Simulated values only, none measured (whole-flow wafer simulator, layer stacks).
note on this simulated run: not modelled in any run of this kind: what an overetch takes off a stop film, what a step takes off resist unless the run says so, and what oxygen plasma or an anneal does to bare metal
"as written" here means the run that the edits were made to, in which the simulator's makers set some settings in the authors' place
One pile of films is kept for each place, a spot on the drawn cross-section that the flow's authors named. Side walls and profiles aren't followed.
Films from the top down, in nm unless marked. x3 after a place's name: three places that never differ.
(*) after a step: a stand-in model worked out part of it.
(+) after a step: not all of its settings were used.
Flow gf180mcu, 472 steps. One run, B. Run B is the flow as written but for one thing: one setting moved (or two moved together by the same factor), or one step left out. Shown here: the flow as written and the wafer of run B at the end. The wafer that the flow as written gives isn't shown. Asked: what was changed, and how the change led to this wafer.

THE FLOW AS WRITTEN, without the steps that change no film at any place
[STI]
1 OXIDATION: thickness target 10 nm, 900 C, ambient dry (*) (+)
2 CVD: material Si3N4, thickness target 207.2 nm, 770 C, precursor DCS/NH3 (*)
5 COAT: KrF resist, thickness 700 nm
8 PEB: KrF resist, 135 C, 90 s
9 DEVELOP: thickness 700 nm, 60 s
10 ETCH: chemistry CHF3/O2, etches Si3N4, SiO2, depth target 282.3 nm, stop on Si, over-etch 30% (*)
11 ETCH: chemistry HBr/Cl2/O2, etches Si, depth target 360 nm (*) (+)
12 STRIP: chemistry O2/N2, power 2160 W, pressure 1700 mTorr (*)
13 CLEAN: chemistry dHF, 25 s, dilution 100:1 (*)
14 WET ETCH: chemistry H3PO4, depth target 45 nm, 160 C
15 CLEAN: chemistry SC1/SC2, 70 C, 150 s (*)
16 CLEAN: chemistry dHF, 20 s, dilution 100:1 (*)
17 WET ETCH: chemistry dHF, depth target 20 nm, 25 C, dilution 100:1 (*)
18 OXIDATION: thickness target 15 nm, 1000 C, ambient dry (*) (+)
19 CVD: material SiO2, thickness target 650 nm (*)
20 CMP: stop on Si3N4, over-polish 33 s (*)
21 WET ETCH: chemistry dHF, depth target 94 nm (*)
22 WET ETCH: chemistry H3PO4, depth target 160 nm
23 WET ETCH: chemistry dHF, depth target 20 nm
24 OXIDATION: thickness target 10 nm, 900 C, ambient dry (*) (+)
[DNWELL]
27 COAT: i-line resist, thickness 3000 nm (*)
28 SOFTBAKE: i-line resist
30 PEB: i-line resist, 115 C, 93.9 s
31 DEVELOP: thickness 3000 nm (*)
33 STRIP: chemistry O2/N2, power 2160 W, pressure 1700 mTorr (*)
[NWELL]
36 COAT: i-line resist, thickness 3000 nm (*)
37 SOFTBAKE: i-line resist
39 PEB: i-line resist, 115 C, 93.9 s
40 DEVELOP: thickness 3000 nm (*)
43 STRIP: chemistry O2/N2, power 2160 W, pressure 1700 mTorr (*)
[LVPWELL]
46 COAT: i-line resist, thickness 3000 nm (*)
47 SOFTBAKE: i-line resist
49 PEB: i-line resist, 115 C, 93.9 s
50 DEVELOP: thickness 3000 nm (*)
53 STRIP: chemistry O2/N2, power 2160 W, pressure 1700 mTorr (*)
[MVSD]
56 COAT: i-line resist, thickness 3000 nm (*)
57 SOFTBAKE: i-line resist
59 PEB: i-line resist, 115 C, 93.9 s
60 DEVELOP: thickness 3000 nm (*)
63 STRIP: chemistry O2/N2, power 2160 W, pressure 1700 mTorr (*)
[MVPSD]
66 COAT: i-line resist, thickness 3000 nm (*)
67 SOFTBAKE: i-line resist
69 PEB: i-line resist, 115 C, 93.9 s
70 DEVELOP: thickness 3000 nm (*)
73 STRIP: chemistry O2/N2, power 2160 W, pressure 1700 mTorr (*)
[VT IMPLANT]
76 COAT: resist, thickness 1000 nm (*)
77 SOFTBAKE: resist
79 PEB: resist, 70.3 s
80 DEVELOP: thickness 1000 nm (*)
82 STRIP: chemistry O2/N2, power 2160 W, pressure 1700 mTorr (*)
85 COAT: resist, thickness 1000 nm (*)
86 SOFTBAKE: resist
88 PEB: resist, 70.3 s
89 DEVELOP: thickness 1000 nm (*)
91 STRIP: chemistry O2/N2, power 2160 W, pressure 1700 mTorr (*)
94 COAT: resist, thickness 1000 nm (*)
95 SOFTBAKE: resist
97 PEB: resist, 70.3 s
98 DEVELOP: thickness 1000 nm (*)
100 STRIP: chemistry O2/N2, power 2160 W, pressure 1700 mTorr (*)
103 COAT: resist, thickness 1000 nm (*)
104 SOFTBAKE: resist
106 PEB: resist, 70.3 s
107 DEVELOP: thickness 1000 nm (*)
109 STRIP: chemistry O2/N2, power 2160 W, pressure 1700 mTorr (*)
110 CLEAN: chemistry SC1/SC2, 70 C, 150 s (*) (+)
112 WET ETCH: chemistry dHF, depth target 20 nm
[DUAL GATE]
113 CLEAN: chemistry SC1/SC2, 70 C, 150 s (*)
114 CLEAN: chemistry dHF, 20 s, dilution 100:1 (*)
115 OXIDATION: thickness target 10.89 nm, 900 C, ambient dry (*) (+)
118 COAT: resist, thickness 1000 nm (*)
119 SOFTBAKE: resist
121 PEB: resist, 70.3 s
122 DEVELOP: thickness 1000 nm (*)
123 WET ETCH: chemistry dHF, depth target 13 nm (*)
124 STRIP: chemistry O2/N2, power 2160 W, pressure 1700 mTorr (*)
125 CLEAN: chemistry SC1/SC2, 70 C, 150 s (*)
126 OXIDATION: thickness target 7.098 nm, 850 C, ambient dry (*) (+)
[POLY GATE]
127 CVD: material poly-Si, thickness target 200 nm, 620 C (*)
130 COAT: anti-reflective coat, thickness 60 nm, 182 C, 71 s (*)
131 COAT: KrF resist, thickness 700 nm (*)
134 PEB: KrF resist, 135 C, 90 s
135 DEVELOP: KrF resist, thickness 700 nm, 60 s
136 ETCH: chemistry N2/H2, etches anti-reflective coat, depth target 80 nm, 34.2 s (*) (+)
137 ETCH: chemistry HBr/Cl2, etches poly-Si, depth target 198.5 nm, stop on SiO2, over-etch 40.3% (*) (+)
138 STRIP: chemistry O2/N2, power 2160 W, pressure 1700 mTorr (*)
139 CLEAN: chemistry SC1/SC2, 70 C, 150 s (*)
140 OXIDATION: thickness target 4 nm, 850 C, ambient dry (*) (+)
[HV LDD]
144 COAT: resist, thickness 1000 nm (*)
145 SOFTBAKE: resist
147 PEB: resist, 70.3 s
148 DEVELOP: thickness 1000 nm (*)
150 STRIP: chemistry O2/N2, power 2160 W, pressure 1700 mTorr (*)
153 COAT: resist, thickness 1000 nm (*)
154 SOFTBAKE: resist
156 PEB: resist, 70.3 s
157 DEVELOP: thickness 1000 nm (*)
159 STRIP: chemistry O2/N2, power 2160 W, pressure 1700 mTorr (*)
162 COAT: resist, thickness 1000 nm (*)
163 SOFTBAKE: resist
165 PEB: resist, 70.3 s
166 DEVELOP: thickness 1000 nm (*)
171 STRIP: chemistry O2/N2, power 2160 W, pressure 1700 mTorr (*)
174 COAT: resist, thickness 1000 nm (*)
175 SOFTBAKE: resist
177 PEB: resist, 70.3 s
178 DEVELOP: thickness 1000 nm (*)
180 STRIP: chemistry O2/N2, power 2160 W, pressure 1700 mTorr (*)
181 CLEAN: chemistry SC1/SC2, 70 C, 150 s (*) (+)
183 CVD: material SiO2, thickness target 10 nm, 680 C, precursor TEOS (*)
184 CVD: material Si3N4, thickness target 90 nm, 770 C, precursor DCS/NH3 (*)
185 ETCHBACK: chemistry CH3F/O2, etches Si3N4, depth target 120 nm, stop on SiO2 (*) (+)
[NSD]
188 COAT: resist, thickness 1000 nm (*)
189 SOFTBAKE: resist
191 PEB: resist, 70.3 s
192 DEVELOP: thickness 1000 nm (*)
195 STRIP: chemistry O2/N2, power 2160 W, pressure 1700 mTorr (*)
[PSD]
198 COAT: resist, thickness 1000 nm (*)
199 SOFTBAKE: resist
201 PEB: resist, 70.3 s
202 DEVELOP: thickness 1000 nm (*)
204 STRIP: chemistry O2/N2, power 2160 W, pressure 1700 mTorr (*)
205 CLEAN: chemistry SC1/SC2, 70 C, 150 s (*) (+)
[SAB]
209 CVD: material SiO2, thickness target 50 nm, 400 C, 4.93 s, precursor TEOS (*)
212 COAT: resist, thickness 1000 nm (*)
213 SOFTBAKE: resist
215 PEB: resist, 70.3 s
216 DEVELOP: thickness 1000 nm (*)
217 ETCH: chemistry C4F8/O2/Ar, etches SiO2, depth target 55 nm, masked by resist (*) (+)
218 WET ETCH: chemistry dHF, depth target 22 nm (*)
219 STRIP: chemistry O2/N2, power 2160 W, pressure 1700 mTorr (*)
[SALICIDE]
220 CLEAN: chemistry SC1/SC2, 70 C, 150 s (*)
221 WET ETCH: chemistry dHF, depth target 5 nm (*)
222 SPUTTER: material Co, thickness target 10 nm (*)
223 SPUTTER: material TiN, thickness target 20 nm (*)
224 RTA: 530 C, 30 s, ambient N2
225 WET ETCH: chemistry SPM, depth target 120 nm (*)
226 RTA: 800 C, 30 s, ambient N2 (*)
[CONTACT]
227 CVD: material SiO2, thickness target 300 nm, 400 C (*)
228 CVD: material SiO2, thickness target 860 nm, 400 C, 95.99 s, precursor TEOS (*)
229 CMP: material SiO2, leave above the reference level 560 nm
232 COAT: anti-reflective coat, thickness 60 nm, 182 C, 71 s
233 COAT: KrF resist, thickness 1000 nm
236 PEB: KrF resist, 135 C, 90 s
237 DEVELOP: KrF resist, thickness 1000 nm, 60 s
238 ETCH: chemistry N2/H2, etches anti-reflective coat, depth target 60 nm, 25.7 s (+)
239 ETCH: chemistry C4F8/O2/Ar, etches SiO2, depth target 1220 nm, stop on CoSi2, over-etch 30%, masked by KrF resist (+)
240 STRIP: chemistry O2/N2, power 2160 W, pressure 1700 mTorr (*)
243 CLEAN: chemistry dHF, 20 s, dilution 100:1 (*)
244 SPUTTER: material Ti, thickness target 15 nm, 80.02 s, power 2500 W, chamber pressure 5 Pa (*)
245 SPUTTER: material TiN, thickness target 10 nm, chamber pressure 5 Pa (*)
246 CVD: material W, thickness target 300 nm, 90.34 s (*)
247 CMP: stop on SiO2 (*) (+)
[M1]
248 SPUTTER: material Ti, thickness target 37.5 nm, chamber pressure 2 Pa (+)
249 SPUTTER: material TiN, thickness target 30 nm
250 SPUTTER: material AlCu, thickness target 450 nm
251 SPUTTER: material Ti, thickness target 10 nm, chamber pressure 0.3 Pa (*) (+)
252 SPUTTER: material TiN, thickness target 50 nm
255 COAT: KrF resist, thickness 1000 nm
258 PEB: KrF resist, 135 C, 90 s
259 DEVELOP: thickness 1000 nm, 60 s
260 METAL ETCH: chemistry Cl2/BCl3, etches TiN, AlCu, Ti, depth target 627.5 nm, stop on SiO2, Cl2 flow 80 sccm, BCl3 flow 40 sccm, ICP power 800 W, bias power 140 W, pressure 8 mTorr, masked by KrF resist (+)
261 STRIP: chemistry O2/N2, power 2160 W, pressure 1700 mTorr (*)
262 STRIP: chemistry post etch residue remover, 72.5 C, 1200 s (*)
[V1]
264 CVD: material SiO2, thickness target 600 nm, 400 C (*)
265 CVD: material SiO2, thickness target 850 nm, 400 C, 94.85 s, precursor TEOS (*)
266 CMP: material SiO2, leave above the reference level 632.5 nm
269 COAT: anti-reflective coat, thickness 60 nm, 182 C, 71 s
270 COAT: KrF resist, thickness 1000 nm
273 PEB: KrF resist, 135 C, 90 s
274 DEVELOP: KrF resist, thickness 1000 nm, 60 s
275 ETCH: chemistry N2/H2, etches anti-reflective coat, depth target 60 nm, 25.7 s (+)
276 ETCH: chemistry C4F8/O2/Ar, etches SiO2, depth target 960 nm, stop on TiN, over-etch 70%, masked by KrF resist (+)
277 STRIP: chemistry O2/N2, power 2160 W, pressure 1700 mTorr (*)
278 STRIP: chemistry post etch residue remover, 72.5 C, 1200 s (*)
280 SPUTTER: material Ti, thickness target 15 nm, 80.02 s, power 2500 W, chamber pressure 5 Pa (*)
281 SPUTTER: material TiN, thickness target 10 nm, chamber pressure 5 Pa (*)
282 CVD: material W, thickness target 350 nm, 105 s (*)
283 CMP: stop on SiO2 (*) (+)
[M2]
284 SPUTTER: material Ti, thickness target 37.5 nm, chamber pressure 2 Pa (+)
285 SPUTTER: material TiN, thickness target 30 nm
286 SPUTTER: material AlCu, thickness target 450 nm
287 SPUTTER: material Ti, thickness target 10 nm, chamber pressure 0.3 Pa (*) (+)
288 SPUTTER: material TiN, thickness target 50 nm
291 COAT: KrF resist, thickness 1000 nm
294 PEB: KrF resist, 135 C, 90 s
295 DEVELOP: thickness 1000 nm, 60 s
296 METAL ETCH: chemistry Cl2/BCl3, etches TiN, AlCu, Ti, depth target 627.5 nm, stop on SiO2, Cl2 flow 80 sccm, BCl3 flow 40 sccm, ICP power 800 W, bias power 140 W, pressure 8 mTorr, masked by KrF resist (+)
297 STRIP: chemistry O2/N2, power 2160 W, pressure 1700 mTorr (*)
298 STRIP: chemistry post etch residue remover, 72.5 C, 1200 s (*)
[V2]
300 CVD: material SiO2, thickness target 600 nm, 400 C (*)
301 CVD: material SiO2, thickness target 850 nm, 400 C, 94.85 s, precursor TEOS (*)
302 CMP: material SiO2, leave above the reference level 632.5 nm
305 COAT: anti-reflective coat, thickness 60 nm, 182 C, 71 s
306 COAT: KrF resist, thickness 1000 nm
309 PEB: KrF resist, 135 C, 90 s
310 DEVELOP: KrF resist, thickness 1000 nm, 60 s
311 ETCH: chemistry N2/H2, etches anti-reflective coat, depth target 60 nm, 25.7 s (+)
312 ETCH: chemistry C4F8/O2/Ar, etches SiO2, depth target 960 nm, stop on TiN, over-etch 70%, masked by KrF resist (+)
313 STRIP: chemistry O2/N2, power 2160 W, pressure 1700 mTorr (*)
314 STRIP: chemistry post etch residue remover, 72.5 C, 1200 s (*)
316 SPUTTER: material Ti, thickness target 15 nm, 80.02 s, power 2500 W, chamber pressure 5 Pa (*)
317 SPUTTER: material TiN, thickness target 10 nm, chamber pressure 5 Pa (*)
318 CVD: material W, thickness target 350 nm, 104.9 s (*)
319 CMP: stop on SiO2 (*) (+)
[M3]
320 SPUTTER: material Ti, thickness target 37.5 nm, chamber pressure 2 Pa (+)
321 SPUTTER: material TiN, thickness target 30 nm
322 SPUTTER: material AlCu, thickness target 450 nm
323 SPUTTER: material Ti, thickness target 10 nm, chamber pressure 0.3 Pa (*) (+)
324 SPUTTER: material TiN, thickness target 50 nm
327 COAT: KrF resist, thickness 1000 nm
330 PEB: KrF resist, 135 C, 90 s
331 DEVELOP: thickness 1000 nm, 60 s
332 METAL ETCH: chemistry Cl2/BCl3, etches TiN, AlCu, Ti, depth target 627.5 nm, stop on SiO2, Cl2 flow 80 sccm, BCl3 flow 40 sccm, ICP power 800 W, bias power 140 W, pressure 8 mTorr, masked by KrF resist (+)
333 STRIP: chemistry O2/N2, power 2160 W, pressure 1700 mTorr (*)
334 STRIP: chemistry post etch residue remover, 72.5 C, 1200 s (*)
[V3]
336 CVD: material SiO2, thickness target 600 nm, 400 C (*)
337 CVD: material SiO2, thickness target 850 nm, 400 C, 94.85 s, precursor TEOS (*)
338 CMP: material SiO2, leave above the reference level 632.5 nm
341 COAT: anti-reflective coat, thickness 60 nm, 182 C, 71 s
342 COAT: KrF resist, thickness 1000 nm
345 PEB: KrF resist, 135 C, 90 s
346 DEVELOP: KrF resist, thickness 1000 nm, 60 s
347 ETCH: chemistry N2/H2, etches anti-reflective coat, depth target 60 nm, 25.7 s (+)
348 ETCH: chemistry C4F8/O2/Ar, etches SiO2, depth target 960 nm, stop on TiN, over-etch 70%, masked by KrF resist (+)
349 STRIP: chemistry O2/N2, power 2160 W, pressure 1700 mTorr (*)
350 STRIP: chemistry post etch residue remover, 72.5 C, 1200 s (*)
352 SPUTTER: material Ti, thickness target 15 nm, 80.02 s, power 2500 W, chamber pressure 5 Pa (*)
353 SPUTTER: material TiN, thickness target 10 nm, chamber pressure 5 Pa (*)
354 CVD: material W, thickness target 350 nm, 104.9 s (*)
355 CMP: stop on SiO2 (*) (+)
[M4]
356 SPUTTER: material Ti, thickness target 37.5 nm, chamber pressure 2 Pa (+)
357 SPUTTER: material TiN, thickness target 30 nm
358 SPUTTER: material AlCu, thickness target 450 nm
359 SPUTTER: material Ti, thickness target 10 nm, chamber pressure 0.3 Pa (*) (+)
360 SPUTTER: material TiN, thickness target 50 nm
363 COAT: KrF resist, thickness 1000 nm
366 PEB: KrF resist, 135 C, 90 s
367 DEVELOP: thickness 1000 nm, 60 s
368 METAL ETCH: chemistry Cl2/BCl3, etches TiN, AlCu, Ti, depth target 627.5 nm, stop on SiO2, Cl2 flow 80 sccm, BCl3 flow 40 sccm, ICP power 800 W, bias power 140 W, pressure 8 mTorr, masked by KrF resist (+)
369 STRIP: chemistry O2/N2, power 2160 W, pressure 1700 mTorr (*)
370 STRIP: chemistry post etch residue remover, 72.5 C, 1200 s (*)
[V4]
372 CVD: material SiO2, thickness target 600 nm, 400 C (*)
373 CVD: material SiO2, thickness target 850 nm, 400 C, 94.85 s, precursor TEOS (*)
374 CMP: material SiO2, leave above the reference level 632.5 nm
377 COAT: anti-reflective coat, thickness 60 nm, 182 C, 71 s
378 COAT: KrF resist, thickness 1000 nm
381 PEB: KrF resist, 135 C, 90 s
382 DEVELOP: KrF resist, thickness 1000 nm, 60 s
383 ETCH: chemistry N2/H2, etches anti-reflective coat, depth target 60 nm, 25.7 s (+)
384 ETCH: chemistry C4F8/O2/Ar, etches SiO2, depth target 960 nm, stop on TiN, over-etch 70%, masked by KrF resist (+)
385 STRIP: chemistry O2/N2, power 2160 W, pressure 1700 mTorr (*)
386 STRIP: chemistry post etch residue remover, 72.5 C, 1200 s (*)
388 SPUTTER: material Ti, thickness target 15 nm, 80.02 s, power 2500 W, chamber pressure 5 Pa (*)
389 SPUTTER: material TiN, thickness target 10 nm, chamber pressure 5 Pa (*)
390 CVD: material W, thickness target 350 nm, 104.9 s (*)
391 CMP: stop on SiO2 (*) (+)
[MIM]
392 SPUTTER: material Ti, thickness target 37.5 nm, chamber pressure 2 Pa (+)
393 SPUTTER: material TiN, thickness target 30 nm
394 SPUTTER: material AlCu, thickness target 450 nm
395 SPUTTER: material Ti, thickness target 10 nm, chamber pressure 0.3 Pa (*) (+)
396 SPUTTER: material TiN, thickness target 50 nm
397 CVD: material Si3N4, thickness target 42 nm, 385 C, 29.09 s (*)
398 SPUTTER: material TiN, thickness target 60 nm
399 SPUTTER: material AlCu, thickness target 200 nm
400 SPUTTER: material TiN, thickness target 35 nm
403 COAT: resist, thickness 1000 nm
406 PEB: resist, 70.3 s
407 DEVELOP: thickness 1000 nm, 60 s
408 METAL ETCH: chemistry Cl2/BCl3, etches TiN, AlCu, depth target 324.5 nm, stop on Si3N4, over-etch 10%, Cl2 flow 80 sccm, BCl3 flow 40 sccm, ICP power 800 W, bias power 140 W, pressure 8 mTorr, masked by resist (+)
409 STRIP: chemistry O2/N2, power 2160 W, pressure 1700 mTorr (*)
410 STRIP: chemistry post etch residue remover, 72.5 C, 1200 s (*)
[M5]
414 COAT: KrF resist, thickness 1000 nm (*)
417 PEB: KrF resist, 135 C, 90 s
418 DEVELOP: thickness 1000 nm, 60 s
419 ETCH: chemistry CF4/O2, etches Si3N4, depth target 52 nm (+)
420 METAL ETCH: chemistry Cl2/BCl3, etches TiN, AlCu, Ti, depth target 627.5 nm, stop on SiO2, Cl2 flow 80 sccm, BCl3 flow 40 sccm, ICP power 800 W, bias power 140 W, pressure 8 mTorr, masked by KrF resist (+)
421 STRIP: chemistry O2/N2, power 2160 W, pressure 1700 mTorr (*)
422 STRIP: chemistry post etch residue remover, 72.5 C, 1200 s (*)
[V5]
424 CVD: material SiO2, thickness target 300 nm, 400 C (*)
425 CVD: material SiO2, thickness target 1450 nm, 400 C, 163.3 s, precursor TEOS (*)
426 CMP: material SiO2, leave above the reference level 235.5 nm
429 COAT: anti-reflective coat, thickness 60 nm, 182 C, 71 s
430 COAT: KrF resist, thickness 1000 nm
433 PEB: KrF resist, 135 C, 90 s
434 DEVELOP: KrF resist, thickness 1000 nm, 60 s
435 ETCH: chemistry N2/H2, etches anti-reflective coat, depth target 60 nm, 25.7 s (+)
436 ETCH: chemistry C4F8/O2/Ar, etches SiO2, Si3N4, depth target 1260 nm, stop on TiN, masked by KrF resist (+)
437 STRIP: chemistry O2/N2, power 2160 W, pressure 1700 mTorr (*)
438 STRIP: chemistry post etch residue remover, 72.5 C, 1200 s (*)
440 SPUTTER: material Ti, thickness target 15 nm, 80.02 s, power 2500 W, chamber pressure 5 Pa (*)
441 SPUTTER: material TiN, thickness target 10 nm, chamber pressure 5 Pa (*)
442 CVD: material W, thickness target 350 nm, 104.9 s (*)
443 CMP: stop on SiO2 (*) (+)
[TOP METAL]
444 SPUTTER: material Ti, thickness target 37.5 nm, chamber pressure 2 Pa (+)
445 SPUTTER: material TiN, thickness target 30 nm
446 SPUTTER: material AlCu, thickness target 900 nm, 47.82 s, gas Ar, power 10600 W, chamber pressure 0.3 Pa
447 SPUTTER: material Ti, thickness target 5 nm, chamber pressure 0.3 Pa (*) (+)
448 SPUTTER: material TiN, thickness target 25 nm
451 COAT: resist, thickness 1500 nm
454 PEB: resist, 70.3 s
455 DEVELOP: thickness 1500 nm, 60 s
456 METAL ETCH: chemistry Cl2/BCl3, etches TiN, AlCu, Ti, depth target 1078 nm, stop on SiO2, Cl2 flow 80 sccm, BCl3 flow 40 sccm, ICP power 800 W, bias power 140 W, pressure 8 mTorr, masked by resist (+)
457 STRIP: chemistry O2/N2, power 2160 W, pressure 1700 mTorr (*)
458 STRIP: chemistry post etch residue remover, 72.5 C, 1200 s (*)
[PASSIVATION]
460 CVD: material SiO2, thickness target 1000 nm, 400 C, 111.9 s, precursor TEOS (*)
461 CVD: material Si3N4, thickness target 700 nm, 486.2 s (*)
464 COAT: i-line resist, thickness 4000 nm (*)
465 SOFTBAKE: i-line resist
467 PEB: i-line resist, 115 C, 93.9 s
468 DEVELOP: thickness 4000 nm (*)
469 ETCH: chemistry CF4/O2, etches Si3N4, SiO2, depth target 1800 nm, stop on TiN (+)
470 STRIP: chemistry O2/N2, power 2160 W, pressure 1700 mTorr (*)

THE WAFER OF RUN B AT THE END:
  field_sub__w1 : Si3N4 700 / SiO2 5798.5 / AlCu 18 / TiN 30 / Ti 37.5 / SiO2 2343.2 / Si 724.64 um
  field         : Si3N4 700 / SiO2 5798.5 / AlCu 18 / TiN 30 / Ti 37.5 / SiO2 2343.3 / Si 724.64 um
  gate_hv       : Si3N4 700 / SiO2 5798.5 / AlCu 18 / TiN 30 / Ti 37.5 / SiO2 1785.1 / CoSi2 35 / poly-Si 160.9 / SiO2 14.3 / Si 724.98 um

The cause: step 296, METAL ETCH: depth target 486.3 nm was run, where the flow has depth target 627.5 nm.

How the change led to this, step by step:
  296 METAL ETCH: chemistry Cl2/BCl3, etches TiN, AlCu, Ti, depth target 627.5 nm, stop on SiO2, Cl2 flow 80 sccm, BCl3 flow 40 sccm, ICP power 800 W, bias power 140 W, pressure 8 mTorr, masked by KrF resist (+)
      field, field__w1, field__w2 and 103 more: TiN -50 (all of it), Ti -10 (all of it), AlCu -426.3 (as written it would be: TiN -50 (all of it), Ti -10 (all of it), AlCu -450 (all of it), TiN -30 (all of it), Ti -37.5 (all of it))
      field__w8, contact, m1, m1__w1, m1_nw: KrF resist -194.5 (as written it would be: KrF resist -251)
  297 STRIP: chemistry O2/N2, power 2160 W, pressure 1700 mTorr (*)
      field__w8, contact, m1, m1__w1, m1_nw: KrF resist -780 (all of it) (as written it would be: KrF resist -723.5 (all of it))
  298 STRIP: chemistry post etch residue remover, 72.5 C, 1200 s (*)
      field, field__w1, field__w2 and 103 more: AlCu -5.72 (as written it would be: nothing)
  300 CVD: material SiO2, thickness target 600 nm, 400 C (*)
      field, field__w1, field__w2 and 103 more: SiO2 +600 (new film) (as written it would be: SiO2 +600)
  302 CMP: material SiO2, leave above the reference level 632.5 nm
      field, field__w1, field__w2 and 103 more: SiO2 -385.5 (as written it would be: SiO2 -300)
Counting metal films that touch as one body, field_sub__w1 has 1 body; the flow as written gives 0 bodies.
Counting metal films that touch as one body, field has 1 body; the flow as written gives 0 bodies.
Counting metal films that touch as one body, gate_hv has 2 bodies (between them, from the top down: SiO2 1785.1); the flow as written gives 1 body.
